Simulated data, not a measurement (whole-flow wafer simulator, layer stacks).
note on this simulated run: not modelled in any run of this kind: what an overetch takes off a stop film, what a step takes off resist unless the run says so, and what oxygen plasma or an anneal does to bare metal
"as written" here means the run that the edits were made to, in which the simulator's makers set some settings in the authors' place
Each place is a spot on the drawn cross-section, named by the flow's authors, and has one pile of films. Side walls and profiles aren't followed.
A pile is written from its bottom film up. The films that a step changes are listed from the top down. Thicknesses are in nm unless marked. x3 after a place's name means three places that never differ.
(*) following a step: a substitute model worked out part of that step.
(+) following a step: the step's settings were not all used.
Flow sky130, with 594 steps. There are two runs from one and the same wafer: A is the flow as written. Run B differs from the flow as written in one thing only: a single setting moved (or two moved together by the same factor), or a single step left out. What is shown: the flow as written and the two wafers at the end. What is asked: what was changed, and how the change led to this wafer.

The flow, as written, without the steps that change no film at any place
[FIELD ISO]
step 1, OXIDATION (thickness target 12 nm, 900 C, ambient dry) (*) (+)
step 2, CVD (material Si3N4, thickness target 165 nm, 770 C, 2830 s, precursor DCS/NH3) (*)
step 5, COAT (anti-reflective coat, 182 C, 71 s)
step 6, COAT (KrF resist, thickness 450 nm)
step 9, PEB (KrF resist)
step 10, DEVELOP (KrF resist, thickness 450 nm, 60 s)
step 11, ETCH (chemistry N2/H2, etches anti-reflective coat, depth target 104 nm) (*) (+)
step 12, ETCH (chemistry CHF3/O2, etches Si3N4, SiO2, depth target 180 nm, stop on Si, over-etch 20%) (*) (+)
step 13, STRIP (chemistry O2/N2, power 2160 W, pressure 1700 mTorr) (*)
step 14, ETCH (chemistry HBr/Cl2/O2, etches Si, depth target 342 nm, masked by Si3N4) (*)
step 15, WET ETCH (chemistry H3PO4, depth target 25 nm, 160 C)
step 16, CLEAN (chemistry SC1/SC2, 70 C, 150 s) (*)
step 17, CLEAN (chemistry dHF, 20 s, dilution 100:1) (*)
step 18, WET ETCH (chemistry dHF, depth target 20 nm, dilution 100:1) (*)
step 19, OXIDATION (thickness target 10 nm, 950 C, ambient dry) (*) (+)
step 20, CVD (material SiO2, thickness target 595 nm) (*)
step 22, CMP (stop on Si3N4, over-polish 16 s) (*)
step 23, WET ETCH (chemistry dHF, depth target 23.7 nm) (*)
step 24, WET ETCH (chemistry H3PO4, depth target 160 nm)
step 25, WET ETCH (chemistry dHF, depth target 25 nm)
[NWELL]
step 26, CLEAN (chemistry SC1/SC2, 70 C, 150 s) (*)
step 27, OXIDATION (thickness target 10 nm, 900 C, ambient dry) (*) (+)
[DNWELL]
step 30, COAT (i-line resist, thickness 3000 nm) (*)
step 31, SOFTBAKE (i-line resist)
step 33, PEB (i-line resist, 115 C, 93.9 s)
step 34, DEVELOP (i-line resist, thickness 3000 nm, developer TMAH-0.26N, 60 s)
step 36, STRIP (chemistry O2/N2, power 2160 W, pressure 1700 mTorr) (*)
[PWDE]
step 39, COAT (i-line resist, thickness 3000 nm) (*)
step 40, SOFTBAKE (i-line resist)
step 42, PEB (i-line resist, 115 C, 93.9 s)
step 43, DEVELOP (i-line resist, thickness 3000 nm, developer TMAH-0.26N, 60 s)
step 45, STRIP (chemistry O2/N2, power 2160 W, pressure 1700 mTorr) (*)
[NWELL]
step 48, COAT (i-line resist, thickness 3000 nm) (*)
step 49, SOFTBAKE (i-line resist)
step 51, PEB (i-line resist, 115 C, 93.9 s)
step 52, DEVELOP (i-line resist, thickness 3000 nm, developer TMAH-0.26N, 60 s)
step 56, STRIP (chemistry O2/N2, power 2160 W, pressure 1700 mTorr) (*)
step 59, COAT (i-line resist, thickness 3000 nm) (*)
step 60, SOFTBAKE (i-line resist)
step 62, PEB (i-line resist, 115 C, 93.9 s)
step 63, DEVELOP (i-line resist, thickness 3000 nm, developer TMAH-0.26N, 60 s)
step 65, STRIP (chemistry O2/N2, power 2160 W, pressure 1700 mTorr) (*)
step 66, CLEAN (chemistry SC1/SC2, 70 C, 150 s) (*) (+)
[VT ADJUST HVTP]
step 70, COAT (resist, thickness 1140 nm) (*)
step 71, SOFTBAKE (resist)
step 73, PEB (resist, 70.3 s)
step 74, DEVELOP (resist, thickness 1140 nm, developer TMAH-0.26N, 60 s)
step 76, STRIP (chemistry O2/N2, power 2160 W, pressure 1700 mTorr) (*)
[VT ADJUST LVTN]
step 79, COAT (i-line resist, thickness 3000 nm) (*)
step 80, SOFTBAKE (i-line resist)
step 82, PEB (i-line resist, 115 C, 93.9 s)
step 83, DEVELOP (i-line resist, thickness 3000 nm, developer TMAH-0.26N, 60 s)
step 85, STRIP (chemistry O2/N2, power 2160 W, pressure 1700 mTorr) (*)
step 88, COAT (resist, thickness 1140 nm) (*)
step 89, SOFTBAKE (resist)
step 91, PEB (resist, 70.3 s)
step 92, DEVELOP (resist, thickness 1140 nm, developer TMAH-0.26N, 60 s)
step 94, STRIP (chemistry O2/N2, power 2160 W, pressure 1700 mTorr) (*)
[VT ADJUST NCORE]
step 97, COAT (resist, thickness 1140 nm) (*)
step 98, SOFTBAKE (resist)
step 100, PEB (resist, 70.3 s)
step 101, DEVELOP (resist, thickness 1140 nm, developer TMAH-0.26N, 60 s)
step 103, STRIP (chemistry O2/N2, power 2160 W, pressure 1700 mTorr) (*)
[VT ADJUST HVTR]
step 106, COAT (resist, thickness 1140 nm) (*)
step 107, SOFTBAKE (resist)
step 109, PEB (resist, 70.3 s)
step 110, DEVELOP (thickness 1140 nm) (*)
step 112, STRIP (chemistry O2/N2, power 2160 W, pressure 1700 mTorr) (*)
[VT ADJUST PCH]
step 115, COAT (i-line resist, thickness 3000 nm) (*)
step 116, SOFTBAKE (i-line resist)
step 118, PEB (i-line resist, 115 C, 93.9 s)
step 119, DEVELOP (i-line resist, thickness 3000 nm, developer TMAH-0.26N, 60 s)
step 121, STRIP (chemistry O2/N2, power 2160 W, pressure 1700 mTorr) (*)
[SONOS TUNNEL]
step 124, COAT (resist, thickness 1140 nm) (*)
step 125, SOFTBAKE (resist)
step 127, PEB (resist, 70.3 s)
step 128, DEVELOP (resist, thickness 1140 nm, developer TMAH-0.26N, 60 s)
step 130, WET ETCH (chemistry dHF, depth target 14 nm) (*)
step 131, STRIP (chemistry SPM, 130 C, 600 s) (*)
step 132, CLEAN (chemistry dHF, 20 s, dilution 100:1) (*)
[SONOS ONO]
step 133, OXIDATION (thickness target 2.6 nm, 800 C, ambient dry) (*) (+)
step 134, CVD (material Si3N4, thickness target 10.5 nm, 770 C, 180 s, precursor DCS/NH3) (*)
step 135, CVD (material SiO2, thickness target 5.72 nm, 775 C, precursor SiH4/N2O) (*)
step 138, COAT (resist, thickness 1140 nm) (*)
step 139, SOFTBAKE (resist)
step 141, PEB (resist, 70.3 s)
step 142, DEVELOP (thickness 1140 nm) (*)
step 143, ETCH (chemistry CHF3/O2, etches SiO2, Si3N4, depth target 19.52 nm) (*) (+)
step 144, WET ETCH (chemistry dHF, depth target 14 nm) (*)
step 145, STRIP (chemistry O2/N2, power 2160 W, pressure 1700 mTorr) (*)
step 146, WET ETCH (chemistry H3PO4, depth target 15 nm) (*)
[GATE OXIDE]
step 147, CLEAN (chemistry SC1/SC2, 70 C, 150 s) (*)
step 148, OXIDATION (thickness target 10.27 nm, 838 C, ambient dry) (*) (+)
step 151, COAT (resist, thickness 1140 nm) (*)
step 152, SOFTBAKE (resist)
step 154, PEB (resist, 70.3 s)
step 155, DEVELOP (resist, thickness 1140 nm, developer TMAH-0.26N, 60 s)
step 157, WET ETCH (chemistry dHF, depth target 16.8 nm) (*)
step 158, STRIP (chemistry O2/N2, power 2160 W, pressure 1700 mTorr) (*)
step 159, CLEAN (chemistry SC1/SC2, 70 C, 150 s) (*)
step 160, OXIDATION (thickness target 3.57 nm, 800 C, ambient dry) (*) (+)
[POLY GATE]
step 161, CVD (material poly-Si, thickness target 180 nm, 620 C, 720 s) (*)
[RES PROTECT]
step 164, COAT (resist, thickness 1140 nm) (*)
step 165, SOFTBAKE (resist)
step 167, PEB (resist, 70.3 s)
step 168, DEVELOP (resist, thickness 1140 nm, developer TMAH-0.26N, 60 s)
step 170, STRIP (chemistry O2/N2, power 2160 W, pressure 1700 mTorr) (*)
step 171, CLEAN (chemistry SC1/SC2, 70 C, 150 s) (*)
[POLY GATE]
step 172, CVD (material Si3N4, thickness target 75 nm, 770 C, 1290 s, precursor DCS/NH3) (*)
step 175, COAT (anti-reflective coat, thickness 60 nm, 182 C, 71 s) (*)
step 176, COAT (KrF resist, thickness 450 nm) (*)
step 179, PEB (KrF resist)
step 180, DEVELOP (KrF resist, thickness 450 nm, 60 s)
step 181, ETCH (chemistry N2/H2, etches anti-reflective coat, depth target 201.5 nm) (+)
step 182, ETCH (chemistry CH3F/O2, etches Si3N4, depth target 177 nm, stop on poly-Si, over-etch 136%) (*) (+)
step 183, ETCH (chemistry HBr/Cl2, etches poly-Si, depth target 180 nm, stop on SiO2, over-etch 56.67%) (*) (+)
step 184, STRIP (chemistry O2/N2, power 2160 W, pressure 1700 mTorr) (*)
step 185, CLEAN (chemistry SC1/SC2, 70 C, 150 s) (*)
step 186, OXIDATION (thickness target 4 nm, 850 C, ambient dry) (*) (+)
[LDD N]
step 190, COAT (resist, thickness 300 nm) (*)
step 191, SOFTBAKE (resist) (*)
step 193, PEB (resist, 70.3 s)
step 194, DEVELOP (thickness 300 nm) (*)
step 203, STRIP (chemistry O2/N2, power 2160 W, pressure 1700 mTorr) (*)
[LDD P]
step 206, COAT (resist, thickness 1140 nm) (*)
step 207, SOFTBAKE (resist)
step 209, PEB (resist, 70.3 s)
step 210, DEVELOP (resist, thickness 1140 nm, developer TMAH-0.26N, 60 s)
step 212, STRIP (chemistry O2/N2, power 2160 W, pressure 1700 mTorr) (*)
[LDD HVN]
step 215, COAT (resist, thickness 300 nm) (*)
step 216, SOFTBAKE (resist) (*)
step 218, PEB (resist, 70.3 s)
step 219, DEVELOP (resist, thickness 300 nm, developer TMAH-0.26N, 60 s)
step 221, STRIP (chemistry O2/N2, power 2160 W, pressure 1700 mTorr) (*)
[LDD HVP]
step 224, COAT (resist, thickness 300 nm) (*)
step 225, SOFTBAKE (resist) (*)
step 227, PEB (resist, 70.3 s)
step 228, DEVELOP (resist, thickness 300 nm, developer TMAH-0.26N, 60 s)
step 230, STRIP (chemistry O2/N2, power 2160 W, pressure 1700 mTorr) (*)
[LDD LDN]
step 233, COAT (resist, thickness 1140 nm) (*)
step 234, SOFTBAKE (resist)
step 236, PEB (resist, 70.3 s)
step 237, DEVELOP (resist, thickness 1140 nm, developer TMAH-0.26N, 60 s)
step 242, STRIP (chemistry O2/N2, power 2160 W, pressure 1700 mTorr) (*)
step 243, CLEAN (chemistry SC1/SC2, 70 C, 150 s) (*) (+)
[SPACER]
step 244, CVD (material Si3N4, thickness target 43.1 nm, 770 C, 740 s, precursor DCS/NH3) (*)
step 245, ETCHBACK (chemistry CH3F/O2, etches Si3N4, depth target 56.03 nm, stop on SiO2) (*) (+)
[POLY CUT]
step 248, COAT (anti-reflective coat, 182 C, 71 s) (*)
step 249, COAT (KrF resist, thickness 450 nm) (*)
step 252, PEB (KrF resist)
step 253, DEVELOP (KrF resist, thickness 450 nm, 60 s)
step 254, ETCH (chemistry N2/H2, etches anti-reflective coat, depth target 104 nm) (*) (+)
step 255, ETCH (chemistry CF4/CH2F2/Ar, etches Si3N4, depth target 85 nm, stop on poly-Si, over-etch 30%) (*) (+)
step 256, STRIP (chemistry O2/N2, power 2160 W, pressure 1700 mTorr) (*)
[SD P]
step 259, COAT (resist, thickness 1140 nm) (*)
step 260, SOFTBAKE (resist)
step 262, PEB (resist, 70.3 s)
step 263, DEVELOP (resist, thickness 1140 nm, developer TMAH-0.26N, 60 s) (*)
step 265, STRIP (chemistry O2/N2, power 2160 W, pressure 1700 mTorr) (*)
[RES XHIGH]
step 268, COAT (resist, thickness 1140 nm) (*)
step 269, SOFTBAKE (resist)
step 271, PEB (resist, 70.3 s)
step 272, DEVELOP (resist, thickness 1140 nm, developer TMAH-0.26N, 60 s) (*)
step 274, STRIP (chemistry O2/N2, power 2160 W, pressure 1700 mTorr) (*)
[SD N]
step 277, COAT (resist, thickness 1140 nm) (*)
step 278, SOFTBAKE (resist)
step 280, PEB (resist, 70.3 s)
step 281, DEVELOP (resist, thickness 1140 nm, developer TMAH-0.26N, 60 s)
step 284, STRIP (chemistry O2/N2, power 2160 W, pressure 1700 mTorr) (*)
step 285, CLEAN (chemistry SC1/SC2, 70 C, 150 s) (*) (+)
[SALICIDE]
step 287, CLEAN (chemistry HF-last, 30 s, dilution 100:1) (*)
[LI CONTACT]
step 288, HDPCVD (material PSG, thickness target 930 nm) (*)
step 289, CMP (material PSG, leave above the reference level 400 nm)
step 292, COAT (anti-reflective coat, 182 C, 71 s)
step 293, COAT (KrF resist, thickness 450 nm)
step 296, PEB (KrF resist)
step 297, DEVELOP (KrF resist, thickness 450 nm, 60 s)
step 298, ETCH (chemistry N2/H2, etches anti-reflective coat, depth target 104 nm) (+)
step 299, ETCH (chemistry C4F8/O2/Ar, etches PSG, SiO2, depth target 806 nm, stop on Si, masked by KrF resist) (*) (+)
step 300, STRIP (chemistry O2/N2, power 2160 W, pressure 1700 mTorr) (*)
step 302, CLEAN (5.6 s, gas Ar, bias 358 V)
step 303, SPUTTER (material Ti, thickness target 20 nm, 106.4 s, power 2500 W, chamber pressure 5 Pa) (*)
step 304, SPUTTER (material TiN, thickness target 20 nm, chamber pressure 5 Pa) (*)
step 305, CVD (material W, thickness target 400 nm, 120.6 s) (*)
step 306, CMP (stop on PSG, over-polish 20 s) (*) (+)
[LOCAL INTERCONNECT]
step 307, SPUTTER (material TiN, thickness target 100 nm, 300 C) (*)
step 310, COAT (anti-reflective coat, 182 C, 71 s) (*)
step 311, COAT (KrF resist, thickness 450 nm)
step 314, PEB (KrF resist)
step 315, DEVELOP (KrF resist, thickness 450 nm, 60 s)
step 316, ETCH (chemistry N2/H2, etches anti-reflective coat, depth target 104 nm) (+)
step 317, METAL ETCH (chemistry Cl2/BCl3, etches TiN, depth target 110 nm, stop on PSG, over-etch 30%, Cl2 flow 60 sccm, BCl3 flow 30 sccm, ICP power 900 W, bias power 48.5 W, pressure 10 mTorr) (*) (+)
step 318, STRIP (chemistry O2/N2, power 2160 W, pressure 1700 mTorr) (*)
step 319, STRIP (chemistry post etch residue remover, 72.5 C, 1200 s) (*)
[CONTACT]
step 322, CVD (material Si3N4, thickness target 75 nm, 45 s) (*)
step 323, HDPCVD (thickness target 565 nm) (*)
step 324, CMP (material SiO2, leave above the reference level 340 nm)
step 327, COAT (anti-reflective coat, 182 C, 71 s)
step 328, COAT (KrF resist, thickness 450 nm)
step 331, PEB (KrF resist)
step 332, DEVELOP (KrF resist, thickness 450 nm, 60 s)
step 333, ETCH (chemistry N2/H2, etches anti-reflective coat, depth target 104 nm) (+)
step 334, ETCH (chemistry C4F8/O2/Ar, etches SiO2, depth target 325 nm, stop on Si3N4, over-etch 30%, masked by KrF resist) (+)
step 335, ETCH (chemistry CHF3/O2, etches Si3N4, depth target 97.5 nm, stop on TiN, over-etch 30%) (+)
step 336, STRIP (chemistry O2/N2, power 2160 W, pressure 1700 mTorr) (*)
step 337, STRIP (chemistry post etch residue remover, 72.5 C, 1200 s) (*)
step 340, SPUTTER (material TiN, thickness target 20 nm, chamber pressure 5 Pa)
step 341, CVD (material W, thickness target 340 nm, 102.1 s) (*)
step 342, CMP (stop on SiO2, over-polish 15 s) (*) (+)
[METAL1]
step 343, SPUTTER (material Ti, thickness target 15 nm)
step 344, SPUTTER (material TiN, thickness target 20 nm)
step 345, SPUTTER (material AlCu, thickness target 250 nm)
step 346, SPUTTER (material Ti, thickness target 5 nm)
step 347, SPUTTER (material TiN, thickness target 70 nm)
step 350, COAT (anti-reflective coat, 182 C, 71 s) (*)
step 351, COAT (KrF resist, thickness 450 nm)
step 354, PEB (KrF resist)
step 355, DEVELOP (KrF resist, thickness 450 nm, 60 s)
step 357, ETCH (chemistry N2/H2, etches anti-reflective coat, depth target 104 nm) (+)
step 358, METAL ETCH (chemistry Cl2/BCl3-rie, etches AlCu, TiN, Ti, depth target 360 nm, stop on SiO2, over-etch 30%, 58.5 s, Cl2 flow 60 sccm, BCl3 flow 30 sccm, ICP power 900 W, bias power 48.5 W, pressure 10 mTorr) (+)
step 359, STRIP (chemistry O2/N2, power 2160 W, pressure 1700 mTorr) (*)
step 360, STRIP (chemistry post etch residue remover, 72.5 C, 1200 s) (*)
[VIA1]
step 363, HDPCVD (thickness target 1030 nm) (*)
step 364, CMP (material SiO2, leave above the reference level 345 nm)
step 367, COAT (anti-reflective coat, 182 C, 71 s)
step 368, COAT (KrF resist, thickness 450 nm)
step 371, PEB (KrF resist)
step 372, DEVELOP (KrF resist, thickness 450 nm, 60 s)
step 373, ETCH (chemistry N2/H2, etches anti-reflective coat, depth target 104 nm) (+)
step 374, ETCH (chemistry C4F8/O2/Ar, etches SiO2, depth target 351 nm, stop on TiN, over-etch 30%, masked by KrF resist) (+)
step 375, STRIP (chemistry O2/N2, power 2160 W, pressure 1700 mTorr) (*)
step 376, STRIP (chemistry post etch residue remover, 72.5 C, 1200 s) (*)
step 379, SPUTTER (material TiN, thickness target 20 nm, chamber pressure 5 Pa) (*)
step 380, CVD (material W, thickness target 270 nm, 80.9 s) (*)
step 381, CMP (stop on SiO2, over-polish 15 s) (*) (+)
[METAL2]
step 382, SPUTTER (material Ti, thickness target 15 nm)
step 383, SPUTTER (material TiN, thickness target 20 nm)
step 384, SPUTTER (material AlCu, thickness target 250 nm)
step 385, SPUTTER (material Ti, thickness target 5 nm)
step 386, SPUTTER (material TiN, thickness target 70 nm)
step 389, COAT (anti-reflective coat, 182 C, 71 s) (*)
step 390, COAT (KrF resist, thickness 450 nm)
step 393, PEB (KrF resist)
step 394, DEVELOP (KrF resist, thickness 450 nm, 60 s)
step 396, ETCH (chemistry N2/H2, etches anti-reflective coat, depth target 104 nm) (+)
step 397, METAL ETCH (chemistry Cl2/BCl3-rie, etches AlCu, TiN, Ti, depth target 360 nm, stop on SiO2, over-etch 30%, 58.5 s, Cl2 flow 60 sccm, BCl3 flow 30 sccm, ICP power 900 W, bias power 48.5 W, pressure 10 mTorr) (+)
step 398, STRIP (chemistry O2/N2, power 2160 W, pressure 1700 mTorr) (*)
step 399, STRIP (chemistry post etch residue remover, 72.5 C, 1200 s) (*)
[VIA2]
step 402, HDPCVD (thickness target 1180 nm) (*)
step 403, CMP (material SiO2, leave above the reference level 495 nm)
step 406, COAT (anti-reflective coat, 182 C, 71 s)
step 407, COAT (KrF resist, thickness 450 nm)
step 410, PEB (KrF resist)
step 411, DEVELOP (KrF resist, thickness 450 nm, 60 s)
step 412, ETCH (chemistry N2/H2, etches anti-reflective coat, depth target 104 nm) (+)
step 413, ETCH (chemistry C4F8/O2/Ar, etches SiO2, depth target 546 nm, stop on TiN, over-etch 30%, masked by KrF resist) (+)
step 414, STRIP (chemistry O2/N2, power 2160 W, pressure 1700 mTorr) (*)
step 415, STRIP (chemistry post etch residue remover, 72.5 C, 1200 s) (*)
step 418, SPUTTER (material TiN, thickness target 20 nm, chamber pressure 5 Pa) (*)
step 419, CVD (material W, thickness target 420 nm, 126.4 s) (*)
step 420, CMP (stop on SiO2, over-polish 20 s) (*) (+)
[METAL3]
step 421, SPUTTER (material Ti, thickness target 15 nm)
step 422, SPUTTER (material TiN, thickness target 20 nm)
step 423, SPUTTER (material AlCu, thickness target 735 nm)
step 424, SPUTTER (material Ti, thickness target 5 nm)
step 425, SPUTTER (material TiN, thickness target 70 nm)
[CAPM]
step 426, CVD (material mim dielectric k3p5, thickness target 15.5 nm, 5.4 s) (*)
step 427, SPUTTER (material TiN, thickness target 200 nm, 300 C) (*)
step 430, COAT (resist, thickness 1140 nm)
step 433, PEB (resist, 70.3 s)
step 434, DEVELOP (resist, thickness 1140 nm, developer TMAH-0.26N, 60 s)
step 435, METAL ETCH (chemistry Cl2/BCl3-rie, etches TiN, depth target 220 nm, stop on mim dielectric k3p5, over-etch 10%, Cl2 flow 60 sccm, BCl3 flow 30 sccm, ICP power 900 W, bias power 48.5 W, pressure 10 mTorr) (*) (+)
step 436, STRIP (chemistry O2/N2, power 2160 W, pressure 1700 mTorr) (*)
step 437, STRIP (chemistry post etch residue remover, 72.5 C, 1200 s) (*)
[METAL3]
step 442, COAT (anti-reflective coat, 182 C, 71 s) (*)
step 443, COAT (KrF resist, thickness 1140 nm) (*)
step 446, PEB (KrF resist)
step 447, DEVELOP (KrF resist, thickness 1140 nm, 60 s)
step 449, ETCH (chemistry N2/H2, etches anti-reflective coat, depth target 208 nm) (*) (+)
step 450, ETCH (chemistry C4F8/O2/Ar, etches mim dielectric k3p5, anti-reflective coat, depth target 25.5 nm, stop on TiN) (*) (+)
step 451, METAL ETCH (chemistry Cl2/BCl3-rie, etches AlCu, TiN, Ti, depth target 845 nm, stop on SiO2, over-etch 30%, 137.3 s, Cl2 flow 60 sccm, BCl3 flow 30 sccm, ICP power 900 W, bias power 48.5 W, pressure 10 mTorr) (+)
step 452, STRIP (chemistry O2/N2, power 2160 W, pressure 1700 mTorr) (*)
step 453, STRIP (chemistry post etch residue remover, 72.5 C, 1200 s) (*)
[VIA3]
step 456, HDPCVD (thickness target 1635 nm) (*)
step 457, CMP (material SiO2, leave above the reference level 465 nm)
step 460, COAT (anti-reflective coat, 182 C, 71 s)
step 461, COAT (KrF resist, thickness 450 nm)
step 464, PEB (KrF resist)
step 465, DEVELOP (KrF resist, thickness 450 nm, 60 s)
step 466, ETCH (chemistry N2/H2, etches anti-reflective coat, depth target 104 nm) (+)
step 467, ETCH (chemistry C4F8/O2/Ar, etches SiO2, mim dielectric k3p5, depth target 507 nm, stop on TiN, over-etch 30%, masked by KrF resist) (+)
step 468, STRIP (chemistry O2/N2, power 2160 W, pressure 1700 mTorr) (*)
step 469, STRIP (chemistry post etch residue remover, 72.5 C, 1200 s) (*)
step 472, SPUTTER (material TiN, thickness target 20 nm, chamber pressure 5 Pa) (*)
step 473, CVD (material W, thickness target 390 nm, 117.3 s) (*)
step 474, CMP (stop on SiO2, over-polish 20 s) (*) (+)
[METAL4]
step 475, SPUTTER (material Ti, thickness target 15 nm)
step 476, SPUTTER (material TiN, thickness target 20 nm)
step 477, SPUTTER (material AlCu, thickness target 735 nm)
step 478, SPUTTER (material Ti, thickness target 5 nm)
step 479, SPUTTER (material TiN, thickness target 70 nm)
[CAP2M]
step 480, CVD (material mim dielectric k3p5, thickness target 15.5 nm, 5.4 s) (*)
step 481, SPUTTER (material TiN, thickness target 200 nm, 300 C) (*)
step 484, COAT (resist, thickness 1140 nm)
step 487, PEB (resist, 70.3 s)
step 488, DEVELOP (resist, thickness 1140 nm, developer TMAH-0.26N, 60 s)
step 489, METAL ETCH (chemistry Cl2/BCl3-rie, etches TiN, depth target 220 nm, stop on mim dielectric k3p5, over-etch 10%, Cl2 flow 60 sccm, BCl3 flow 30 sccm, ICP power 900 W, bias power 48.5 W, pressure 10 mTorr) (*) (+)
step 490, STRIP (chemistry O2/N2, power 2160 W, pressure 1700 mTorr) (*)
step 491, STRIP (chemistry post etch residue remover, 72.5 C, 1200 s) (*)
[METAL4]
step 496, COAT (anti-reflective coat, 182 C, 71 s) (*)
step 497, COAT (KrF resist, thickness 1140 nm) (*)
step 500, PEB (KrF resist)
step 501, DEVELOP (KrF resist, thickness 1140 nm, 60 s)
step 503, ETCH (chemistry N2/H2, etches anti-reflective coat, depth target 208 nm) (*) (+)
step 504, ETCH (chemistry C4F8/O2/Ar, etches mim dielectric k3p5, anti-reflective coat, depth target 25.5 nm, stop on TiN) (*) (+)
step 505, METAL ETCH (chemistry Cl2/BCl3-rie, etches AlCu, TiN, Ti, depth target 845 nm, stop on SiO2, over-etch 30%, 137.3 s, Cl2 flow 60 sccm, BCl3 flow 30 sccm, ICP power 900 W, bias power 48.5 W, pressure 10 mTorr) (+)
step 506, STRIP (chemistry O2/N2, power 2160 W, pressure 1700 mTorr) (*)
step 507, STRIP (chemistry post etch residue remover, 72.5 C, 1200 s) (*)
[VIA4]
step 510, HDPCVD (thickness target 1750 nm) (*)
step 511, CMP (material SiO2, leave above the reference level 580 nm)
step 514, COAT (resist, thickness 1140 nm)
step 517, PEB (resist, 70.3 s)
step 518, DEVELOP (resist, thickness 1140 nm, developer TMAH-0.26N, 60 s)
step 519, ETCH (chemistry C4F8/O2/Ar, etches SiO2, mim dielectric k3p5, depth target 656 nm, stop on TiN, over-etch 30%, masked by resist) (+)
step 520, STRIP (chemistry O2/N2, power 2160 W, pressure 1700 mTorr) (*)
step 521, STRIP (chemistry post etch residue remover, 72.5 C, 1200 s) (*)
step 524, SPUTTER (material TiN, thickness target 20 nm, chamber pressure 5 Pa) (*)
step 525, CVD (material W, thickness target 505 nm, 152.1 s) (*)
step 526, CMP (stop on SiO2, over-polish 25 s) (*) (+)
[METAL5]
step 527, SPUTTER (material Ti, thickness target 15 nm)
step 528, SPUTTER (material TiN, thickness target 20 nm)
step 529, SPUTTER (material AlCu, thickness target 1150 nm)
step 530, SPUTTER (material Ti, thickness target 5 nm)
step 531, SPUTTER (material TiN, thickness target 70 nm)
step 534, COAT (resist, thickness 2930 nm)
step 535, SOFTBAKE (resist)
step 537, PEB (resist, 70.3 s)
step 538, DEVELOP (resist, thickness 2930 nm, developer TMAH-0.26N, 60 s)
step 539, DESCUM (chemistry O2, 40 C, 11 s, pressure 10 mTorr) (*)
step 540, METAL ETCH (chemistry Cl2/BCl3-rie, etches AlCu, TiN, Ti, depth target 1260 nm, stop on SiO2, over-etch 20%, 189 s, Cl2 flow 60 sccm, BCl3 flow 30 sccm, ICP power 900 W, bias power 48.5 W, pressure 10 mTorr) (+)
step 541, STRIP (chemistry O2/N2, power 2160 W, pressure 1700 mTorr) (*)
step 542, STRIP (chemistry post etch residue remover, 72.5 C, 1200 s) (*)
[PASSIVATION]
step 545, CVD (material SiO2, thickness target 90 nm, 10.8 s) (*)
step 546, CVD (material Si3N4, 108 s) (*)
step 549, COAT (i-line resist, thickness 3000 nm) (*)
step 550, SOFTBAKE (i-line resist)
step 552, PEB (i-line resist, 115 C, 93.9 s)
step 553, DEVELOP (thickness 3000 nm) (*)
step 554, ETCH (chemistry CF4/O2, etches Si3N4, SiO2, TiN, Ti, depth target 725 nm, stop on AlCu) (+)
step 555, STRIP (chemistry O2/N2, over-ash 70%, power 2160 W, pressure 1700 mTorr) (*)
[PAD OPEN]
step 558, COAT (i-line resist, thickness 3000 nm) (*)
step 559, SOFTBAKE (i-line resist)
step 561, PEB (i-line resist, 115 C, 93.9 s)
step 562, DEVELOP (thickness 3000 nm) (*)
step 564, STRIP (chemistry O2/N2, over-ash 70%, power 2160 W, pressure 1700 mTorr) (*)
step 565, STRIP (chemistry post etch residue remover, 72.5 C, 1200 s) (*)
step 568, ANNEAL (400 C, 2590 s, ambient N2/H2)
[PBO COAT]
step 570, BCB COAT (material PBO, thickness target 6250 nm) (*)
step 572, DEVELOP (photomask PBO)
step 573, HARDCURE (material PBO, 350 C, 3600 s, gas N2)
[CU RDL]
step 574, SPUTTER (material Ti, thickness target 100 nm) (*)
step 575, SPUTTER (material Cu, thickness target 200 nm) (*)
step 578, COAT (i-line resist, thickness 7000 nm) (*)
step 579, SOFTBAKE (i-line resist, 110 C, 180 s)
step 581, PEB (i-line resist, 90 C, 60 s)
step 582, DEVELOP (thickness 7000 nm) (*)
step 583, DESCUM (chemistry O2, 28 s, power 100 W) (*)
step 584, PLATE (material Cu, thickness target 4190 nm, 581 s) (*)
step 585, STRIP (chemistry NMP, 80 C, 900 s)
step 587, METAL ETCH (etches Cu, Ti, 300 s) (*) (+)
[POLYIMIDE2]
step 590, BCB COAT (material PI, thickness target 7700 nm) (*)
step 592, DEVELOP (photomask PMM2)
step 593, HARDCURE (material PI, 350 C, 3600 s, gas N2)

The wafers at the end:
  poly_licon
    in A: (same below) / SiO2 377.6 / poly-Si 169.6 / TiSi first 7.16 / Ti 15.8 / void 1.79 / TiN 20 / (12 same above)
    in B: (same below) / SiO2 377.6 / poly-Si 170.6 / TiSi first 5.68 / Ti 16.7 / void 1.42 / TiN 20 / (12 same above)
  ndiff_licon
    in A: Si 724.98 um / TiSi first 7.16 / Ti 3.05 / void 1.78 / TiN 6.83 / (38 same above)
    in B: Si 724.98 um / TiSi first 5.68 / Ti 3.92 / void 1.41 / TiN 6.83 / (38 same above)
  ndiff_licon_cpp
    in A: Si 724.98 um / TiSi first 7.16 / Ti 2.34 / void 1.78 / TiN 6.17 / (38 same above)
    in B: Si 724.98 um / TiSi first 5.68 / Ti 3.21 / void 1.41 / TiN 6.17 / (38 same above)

Cause: step 568, ANNEAL: 1166 s was run, whereas the flow has 2590 s.

How this came from the change, step by step:
  step 568, ANNEAL (400 C, 2590 s, ambient N2/H2)
      poly_licon, rpo_hd_licon: A under 11 films: void gains 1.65 (new film), Ti loses 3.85, TiSi first gains 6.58 (new film), poly-Si loses 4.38 | B under 11 films: void gains 1.23 (new film), Ti loses 2.88, TiSi first gains 4.93 (new film), poly-Si loses 3.28
      ndiff_licon, ndiff_licon_cpp: A under 37 films: void gains 1.63 (new film), Ti loses 3.85, TiSi first gains 6.58 (new film), Si loses 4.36 | B under 37 films: void gains 1.22 (new film), Ti loses 2.88, TiSi first gains 4.93 (new film), Si loses 3.27
